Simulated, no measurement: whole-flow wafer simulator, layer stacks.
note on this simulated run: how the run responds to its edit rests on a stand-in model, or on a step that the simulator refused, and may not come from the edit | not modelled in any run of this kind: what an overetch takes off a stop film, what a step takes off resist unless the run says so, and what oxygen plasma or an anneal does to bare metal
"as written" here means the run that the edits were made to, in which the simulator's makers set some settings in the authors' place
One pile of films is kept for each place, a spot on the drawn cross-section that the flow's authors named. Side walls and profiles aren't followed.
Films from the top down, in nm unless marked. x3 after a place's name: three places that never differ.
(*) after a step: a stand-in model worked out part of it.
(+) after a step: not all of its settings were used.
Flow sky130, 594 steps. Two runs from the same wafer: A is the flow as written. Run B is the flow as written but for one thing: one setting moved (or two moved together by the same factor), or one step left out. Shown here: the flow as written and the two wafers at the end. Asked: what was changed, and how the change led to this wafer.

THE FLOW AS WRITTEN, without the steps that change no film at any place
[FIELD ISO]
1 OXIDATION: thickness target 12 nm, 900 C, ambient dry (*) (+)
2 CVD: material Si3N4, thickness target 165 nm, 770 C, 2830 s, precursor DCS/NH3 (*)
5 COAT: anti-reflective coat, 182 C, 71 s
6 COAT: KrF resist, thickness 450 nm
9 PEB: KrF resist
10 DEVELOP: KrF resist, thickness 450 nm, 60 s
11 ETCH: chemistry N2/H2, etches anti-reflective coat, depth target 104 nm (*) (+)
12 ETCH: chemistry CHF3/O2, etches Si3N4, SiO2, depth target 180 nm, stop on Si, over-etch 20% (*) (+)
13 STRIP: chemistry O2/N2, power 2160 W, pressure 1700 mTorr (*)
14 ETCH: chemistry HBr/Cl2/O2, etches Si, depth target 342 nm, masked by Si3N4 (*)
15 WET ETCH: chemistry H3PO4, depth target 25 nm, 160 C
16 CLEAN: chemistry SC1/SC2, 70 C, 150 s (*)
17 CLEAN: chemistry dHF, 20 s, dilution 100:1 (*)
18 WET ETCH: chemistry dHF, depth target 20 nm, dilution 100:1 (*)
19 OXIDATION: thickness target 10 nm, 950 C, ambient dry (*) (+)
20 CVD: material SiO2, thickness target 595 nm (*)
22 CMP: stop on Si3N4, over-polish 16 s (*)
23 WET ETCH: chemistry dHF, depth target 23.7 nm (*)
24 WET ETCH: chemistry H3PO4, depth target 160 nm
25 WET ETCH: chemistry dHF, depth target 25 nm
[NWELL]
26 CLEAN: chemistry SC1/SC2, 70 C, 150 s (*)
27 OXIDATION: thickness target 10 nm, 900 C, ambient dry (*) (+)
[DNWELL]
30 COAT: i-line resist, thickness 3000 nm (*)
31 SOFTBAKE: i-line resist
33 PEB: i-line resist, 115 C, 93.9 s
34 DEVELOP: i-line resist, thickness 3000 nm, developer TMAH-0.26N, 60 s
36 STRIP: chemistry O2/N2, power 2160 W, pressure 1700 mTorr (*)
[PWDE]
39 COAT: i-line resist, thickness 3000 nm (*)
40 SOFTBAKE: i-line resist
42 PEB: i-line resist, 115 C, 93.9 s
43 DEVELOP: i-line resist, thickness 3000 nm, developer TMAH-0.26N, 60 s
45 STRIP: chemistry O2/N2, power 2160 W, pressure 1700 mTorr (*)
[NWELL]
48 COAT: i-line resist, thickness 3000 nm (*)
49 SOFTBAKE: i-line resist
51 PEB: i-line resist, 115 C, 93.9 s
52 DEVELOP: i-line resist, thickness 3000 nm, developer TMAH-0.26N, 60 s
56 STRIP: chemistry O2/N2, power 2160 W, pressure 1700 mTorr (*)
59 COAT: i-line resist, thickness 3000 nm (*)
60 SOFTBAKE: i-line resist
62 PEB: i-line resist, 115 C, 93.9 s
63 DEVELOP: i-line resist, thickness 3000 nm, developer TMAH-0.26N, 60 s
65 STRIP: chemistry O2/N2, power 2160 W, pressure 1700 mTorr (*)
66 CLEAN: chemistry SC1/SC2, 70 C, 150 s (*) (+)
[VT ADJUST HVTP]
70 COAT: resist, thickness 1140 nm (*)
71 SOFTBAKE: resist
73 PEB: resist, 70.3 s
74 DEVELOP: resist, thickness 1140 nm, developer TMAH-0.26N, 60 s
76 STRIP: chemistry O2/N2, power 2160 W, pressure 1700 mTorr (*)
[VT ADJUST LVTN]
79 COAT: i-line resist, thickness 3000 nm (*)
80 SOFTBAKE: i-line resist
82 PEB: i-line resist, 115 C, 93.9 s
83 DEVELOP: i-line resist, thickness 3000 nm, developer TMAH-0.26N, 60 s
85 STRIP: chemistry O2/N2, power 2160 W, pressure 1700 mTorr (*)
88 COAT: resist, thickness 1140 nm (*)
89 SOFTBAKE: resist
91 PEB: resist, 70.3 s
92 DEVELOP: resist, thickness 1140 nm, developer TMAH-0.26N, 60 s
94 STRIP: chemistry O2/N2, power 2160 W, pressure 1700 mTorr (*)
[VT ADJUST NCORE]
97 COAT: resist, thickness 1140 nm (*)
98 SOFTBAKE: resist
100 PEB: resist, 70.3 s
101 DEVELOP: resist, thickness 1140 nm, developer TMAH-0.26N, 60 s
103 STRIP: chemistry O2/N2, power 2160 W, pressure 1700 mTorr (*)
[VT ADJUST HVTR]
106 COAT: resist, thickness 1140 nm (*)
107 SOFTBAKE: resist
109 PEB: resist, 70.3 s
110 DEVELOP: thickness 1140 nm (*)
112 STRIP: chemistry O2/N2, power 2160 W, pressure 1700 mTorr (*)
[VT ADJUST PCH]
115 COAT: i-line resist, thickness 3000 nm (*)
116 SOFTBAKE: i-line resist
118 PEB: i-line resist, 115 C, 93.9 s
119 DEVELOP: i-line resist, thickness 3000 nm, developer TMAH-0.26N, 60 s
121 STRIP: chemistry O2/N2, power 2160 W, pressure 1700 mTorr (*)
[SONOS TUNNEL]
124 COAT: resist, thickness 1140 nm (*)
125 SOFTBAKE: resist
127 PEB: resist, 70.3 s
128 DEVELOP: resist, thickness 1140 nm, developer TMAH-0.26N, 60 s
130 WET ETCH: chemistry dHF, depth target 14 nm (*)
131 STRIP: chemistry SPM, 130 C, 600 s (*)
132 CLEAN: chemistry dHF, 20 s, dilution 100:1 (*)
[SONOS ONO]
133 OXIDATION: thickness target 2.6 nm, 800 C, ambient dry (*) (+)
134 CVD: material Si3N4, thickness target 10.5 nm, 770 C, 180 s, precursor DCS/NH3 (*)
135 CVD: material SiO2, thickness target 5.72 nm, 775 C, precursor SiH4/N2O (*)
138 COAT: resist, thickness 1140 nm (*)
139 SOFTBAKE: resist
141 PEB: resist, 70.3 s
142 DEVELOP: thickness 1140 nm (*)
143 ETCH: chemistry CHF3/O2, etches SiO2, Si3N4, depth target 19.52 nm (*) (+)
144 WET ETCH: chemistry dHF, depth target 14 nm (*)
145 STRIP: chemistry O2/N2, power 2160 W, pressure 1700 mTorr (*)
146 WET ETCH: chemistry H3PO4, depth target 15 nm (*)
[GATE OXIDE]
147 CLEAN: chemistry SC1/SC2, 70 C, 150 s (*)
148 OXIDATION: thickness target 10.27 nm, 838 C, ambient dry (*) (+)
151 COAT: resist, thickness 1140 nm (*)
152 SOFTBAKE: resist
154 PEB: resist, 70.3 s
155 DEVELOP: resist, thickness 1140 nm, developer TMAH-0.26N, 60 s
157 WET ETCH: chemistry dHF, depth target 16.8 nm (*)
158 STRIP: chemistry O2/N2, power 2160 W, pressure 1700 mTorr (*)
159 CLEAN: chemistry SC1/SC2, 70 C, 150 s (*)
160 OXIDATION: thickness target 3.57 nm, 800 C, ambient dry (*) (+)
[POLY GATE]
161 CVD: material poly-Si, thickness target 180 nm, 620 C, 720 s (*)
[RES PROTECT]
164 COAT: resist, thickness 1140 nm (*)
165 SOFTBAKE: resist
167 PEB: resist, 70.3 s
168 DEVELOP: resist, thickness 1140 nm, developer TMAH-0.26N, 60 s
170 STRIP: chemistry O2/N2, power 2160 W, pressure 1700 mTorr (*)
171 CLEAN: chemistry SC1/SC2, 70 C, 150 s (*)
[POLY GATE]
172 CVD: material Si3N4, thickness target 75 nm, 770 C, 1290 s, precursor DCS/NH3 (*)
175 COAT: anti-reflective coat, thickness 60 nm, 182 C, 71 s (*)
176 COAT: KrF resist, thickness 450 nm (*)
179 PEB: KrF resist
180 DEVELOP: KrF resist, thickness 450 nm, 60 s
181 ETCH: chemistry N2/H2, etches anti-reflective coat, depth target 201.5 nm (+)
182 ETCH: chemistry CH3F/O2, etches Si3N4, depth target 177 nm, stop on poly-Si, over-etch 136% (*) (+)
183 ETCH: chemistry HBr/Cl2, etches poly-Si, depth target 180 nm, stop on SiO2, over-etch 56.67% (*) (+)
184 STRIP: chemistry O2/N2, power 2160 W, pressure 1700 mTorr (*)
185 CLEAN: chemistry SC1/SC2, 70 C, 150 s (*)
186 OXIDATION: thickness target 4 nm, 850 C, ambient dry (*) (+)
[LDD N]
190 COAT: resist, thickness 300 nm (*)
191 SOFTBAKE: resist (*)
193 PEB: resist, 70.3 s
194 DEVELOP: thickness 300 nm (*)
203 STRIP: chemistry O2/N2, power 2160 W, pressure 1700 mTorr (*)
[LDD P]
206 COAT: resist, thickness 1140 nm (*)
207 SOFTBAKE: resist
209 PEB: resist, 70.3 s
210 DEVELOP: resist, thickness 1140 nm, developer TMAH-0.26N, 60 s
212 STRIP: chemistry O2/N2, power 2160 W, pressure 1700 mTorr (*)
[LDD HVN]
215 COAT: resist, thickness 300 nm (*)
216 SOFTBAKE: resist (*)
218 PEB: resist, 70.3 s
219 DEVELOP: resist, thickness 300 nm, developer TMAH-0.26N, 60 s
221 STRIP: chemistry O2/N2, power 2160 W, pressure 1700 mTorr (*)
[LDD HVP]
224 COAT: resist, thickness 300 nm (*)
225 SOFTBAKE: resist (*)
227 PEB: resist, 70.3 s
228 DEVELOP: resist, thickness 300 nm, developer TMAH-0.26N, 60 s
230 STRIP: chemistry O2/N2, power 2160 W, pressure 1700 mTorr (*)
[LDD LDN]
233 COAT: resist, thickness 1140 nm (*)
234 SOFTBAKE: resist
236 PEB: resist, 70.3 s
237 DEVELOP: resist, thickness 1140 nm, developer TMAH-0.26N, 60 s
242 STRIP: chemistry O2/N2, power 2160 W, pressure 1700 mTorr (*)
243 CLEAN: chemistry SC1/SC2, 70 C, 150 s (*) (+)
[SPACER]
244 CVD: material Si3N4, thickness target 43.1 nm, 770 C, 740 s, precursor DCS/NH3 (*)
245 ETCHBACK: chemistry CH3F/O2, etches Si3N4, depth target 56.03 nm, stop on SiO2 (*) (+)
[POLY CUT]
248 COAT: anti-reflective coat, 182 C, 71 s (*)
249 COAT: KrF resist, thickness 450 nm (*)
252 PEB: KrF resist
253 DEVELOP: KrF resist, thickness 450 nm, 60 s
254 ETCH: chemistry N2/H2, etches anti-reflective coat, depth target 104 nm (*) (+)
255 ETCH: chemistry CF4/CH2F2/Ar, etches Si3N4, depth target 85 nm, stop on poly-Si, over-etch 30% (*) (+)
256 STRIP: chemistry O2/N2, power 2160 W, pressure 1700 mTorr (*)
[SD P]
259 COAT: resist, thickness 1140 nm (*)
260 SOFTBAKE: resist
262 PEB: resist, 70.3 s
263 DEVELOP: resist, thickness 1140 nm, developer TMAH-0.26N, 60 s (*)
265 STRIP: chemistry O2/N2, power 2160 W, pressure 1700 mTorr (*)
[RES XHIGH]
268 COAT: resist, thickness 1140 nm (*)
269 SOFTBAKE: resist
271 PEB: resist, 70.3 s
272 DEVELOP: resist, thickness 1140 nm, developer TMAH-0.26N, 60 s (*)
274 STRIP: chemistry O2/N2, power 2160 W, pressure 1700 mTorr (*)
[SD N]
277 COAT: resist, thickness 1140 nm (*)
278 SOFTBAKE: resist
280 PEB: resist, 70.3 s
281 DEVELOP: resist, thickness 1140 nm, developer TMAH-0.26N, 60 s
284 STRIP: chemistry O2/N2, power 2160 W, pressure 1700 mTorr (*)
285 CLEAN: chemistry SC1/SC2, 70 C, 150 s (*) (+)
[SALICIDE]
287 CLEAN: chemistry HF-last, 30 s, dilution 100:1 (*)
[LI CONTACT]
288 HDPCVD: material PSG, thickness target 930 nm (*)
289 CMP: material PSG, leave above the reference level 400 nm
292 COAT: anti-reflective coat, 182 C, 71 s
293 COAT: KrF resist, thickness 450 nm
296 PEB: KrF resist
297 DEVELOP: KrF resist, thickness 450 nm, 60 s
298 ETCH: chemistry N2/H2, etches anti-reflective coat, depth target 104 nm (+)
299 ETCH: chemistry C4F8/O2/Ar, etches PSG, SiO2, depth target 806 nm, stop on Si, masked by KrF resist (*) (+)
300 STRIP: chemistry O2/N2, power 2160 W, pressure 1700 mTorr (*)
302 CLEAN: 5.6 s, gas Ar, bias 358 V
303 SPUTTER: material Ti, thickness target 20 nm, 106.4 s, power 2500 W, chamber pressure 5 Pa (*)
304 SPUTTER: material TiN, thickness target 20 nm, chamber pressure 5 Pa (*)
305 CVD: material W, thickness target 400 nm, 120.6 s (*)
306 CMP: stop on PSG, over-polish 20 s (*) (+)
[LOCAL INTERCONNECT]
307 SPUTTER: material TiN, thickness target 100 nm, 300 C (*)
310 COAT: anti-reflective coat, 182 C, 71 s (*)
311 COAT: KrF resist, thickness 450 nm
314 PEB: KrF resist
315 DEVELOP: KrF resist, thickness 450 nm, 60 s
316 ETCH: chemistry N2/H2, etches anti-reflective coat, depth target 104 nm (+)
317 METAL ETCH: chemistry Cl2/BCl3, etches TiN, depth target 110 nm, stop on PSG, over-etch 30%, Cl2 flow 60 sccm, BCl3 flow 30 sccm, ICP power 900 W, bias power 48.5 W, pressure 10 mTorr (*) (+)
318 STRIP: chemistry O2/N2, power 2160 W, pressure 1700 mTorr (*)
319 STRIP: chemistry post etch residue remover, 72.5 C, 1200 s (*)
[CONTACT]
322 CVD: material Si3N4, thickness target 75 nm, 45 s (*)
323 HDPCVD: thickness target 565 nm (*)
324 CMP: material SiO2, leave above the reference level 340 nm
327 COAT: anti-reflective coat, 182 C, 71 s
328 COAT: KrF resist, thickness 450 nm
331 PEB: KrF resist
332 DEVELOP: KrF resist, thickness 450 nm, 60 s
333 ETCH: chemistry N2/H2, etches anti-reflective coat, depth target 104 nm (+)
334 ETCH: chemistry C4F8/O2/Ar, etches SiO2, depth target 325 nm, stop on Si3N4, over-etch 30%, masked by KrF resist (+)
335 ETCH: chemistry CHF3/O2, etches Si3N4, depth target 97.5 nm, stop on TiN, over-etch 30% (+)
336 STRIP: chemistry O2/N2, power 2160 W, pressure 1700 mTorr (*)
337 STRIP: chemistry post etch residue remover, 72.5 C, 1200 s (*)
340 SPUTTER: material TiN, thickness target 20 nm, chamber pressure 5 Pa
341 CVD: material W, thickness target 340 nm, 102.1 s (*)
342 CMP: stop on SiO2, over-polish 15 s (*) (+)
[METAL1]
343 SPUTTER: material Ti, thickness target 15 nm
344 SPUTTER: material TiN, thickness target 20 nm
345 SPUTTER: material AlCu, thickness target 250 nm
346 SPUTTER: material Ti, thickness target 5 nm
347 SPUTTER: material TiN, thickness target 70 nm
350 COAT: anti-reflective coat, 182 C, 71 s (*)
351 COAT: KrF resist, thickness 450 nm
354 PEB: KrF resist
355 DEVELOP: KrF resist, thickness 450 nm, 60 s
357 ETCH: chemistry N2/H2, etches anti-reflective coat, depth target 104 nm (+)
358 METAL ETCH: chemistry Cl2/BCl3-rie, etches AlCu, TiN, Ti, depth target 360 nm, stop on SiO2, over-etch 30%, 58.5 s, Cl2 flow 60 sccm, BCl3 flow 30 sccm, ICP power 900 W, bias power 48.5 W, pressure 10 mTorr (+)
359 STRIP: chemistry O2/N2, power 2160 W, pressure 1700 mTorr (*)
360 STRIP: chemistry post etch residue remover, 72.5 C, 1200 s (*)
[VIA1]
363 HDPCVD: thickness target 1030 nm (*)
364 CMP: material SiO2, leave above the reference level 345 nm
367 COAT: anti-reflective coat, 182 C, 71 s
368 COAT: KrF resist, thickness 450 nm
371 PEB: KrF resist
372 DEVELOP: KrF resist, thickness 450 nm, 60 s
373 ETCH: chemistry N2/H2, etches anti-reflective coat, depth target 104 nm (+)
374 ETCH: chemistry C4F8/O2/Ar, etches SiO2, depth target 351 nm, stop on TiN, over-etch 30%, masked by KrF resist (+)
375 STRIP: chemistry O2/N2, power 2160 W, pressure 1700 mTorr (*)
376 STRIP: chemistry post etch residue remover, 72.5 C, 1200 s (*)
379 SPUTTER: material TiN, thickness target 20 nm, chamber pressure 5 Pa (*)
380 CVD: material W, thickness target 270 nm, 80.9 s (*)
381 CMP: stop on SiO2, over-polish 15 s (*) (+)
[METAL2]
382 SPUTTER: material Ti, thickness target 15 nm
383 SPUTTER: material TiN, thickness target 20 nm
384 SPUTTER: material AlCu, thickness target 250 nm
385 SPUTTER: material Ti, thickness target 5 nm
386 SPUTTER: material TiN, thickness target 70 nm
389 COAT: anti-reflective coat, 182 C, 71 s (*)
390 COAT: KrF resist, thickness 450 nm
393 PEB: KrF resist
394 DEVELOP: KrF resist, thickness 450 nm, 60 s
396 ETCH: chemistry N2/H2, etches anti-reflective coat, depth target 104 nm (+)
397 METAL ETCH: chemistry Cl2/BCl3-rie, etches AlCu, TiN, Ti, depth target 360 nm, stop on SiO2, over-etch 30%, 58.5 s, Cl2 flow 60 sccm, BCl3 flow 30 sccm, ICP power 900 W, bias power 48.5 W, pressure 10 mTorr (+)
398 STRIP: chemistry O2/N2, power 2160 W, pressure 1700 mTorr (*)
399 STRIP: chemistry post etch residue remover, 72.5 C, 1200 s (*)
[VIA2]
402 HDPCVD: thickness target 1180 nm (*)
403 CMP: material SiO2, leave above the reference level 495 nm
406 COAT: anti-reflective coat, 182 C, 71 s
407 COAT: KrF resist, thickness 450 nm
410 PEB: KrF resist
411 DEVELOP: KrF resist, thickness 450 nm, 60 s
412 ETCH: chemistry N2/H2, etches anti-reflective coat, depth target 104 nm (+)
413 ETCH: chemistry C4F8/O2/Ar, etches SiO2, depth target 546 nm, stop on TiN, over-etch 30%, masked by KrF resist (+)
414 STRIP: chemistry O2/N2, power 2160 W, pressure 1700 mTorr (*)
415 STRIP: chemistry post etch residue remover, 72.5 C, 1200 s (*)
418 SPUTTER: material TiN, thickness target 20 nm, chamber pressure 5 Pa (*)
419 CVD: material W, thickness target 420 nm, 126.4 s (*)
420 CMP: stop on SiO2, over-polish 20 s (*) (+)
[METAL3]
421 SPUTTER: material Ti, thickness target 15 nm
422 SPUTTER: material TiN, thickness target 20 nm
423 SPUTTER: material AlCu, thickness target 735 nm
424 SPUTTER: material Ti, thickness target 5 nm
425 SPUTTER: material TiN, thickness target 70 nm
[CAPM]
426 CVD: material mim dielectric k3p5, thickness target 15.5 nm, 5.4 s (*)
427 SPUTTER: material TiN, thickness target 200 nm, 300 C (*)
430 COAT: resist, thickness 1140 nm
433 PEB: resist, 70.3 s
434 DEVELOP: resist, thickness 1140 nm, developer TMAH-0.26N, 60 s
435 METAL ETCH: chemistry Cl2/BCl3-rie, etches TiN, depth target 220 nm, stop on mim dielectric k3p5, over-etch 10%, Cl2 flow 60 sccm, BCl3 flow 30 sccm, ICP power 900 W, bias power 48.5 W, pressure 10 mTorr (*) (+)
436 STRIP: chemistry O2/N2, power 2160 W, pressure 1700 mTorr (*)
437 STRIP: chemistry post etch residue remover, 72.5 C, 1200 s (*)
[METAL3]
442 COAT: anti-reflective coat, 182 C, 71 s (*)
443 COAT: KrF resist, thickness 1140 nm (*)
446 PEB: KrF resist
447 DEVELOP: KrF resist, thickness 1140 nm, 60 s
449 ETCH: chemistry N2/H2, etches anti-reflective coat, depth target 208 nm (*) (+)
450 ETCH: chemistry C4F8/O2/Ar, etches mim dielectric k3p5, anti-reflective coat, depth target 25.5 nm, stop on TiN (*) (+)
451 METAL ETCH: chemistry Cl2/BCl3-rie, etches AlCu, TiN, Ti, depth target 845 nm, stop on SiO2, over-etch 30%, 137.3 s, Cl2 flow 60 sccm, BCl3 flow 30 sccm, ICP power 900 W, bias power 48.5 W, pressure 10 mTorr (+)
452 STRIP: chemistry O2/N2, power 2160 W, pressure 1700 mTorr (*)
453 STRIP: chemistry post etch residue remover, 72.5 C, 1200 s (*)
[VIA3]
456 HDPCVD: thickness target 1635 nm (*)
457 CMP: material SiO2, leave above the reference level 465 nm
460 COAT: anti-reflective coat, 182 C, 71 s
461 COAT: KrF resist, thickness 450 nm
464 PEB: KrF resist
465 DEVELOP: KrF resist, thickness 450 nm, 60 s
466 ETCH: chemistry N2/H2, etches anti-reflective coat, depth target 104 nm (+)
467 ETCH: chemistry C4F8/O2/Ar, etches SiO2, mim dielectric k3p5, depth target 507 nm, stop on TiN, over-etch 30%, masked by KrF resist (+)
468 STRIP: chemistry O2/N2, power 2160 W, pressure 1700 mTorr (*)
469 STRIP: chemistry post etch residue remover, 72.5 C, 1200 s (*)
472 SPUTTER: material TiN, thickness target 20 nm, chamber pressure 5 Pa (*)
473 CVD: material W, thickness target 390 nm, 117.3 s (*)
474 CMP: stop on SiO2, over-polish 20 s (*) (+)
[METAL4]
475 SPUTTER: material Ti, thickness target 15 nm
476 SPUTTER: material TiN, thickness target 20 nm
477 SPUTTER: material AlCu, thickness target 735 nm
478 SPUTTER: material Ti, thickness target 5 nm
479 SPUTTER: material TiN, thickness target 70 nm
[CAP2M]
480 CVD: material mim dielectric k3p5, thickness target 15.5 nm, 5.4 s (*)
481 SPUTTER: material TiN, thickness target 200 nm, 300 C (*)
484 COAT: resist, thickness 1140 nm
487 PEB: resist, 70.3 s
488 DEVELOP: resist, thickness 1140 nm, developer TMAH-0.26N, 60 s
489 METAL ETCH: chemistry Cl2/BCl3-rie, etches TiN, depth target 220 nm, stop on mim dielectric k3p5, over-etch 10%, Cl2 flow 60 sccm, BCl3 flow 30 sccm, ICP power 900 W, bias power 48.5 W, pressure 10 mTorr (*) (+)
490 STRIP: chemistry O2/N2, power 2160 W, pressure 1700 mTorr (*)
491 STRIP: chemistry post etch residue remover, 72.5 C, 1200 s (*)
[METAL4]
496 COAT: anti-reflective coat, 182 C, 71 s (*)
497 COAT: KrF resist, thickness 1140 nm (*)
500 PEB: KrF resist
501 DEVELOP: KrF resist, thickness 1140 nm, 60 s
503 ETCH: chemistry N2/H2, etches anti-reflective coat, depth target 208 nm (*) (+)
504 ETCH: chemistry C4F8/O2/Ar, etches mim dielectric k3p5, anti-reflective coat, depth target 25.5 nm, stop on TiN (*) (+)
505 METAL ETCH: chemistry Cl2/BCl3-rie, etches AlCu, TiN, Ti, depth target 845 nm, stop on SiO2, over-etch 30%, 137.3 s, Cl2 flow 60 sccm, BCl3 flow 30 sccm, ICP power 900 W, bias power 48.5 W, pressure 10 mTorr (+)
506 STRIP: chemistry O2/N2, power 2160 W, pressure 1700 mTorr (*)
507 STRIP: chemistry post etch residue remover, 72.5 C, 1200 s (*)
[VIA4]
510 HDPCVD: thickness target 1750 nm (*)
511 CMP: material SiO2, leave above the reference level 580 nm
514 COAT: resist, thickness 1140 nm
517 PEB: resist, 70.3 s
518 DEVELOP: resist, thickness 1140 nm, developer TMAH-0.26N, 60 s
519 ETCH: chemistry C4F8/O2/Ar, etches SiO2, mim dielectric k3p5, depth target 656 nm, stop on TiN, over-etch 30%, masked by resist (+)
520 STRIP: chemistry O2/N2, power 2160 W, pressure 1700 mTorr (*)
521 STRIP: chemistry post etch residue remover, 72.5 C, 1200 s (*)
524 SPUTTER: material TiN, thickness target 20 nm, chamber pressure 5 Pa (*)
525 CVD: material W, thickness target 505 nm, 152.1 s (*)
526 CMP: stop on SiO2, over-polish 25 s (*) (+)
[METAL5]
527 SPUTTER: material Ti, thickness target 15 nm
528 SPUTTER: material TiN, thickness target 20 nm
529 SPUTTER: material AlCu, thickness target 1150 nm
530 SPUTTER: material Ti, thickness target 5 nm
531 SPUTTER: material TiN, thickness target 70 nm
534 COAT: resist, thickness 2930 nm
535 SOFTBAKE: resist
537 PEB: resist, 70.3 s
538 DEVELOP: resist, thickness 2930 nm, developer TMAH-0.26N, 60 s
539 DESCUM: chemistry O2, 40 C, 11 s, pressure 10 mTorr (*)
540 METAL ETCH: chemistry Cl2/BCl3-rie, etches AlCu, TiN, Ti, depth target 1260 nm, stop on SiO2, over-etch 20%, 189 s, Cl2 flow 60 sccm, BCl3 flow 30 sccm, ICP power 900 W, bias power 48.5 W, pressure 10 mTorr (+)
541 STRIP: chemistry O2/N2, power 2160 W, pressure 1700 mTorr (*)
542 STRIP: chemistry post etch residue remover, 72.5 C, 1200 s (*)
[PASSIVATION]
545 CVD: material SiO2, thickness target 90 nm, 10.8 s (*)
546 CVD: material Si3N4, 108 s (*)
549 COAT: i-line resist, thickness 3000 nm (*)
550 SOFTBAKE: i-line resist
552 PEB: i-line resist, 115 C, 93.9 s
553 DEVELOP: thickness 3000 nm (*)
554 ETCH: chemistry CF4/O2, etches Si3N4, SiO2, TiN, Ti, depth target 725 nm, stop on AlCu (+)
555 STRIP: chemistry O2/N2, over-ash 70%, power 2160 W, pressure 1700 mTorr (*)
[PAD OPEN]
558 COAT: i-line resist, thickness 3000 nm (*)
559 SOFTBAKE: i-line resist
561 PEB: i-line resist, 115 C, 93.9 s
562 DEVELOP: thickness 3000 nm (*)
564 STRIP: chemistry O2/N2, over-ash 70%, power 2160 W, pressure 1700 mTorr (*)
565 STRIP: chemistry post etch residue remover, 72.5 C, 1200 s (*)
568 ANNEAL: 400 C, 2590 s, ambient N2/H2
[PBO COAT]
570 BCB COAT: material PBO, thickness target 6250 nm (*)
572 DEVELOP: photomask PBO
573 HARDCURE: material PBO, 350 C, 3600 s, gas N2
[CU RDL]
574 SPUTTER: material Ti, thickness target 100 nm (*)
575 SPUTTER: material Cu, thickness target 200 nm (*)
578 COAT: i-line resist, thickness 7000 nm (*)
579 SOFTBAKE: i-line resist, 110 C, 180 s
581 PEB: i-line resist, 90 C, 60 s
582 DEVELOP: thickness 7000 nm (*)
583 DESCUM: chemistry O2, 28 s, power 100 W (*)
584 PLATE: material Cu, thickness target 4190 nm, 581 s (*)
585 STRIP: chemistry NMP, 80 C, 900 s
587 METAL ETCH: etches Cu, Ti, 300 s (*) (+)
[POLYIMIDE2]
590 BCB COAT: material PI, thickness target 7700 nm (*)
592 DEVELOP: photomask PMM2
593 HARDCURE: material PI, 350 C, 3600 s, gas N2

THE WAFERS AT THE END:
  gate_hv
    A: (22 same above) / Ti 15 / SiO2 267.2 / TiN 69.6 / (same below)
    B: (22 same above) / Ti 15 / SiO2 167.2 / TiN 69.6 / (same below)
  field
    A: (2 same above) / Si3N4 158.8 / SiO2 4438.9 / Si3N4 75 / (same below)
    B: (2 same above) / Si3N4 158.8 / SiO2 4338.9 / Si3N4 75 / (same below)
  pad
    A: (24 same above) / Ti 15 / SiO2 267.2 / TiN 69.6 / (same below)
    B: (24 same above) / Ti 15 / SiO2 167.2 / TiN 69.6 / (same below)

The cause: step 364, CMP: leave above the reference level 245 nm was run, where the flow has leave above the reference level 345 nm.

How the change led to this, step by step:
  364 CMP: material SiO2, leave above the reference level 345 nm
      n_well, p_well, gate_hv and 100 more: A SiO2 -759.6 | B SiO2 -859.6
      field, active, gate and 81 more: A SiO2 -389.1 | B SiO2 -489.1
      (and at 4 more places)
  374 ETCH: chemistry C4F8/O2/Ar, etches SiO2, depth target 351 nm, stop on TiN, over-etch 30%, masked by KrF resist (+)
      field, active, n_well and 186 more: A KrF resist -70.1 | B KrF resist -44.1
      m1, via1_hole: A SiO2 -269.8 (all of it) | B SiO2 -169.8 (all of it)
  375 STRIP: chemistry O2/N2, power 2160 W, pressure 1700 mTorr (*)
      field, active, n_well and 186 more: A KrF resist -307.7 (all of it), anti-reflective coat -80 (all of it) | B KrF resist -333.7 (all of it), anti-reflective coat -80 (all of it)
  379 SPUTTER: material TiN, thickness target 20 nm, chamber pressure 5 Pa (*)
      m1: A TiN +11 | B TiN +13.1
      via1_hole: A TiN +10.9 | B TiN +13
  380 CVD: material W, thickness target 270 nm, 80.9 s (*)
      m1, via1_hole: A W +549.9 (new film) | B W +447.8 (new film)
